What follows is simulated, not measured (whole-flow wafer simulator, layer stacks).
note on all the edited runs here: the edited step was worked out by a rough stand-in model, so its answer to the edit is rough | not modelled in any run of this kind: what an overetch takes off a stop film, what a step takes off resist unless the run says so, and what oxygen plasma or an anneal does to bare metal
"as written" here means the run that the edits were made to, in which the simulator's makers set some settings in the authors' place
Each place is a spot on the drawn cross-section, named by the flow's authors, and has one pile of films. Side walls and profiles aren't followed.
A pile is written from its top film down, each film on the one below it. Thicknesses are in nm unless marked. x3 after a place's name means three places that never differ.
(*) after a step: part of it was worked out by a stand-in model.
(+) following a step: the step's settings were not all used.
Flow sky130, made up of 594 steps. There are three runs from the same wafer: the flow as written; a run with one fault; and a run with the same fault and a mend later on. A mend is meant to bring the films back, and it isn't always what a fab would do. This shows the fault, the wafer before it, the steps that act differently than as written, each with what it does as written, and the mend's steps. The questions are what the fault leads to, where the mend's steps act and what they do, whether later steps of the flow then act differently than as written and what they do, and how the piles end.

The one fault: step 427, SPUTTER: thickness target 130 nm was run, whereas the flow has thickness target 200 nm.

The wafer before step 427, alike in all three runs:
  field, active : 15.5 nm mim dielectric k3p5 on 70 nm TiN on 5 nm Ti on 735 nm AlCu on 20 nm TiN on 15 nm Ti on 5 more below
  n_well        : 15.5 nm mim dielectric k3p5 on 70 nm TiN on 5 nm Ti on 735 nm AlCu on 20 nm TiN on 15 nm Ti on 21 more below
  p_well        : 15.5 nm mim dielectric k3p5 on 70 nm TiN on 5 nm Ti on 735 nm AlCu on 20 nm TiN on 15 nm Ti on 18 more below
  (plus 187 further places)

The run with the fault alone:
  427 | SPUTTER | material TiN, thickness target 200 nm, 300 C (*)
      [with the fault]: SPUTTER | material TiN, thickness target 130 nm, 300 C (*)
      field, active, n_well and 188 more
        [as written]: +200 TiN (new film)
        [with the fault]: +130 TiN (new film)
  Steps later in the flow that act otherwise than as written (3 more steps, not shown, differ only slightly: by at most 2% or 0.5 nm, whichever is larger):
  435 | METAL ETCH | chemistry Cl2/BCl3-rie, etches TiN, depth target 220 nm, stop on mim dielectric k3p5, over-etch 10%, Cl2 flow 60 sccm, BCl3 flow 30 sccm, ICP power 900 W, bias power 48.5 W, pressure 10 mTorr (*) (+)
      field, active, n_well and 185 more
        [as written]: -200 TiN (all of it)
        [with the fault]: -130 TiN (all of it)
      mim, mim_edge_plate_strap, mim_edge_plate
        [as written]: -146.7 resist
        [with the fault]: -95.3 resist
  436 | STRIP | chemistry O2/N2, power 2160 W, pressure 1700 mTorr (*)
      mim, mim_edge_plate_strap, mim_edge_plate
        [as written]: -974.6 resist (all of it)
        [with the fault]: -1025.9 resist (all of it)
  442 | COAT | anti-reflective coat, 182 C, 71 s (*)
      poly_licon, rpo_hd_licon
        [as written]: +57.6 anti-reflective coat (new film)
        [with the fault]: +76.2 anti-reflective coat (new film)
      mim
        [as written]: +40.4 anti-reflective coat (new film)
        [with the fault]: +29.6 anti-reflective coat (new film)
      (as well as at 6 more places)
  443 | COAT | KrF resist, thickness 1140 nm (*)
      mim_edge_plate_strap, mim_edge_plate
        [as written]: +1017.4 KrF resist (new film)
        [with the fault]: +1087.4 KrF resist (new film)
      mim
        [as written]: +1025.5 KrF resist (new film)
        [with the fault]: +1085.3 KrF resist (new film)
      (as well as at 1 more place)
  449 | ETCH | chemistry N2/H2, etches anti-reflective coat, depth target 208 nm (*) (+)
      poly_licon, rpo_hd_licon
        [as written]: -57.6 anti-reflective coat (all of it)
        [with the fault]: -76.2 anti-reflective coat (all of it)
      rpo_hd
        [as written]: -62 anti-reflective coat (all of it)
        [with the fault]: -73.4 anti-reflective coat (all of it)
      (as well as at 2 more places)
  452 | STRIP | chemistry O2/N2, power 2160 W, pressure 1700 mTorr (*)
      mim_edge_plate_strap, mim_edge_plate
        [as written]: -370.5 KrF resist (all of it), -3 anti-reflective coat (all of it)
        [with the fault]: -440.4 KrF resist (all of it), -3 anti-reflective coat (all of it)
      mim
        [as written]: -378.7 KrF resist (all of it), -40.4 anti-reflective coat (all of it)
        [with the fault]: -438.3 KrF resist (all of it), -29.6 anti-reflective coat (all of it)
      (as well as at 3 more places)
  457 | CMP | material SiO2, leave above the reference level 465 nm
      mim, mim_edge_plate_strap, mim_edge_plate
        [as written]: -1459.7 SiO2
        [with the fault]: -1389.7 SiO2
  At mim, mim_edge_plate_strap, mim_edge_plate, the piles at the end differ from the flow's by more than 2% or 0.5 nm, whichever is larger.
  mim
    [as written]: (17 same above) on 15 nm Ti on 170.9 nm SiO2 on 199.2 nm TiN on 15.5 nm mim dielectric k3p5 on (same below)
    [with the fault]: (17 same above) on 15 nm Ti on 240.9 nm SiO2 on 129.2 nm TiN on 15.5 nm mim dielectric k3p5 on (same below)
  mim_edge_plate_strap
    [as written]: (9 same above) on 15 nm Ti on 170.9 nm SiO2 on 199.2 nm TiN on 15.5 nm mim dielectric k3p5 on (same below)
    [with the fault]: (9 same above) on 15 nm Ti on 240.9 nm SiO2 on 129.2 nm TiN on 15.5 nm mim dielectric k3p5 on (same below)
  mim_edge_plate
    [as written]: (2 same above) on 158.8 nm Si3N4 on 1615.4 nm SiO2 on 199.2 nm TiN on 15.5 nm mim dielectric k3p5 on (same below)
    [with the fault]: (2 same above) on 158.8 nm Si3N4 on 1685.4 nm SiO2 on 129.2 nm TiN on 15.5 nm mim dielectric k3p5 on (same below)

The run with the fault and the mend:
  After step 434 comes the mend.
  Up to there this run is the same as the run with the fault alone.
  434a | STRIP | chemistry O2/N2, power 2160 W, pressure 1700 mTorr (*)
      mim, mim_edge_plate_strap, mim_edge_plate
        -1121.3 resist (all of it)
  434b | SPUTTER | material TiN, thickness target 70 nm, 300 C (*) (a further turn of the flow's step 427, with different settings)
      field, active, n_well and 188 more
        +70 TiN
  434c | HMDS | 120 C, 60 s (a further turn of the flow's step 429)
      does not change any film at any place that is followed
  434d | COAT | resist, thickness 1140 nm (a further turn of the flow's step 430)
      field, active, n_well and 186 more
        +1140 resist (new film)
      m1, via2_hole
        +1140.6 resist (new film)
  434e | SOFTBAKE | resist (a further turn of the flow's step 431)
      does not change any film at any place that is followed
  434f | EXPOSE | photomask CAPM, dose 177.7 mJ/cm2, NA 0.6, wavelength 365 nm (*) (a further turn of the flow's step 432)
      does not change any film at any place that is followed
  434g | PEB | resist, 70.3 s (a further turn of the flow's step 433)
      field, active, n_well and 188 more
        -18.7 resist
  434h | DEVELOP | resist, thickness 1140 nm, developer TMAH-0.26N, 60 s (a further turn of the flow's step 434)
      field, active, n_well and 183 more
        -1121.3 resist (all of it)
      m1, via2_hole
        -1121.9 resist (all of it)
  Later steps of the flow that are run all act as written at every place that is followed.
  The piles end the same as the flow's at every place that both follow.
